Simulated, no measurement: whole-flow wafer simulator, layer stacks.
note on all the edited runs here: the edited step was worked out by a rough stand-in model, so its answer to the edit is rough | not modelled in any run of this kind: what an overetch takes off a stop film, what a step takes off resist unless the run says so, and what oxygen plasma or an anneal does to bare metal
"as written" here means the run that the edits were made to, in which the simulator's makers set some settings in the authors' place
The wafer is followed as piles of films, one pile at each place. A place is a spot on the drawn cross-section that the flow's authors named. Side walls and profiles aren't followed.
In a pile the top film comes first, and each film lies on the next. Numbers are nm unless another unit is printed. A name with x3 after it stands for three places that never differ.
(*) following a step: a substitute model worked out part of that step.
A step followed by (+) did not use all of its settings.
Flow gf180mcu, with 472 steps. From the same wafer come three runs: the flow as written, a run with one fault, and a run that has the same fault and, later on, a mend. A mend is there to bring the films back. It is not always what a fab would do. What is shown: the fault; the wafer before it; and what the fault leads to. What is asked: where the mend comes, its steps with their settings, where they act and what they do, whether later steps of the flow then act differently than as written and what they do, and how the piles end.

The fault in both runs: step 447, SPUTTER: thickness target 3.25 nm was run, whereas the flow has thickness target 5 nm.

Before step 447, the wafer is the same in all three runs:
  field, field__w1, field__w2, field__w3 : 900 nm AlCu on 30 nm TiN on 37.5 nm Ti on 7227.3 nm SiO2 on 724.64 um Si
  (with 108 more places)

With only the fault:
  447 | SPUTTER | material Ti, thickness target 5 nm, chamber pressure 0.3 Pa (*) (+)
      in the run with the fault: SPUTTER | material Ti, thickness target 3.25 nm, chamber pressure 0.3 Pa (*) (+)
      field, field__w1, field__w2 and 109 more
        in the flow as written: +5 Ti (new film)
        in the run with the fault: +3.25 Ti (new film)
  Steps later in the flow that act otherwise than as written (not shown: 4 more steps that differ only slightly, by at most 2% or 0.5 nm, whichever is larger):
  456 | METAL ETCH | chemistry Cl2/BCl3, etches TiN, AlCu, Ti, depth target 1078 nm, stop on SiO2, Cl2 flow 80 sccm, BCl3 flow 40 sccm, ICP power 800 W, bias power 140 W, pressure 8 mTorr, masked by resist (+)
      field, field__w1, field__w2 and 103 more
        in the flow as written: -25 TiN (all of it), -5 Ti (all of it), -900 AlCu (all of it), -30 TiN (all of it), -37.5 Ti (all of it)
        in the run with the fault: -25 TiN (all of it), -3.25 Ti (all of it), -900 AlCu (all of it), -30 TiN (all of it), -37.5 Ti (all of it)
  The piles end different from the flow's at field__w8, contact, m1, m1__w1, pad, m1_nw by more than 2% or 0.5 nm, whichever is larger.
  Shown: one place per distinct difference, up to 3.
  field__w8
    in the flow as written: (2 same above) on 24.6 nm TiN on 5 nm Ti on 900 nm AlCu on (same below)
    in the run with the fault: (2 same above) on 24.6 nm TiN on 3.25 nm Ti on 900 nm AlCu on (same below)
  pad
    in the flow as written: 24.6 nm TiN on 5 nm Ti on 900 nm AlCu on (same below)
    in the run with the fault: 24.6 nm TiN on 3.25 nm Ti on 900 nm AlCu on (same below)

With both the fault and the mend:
  The mend stands after step 447.
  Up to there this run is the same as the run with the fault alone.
  447a | SPUTTER | material Ti, thickness target 1.75 nm, chamber pressure 0.3 Pa (*) (+) (the flow's step 447, run once more with other settings)
      field, field__w1, field__w2 and 109 more
        +1.75 Ti
  Later steps of the flow that are run all act as written at every place that is followed.
  By the end, the piles equal the flow's at every place that both follow.
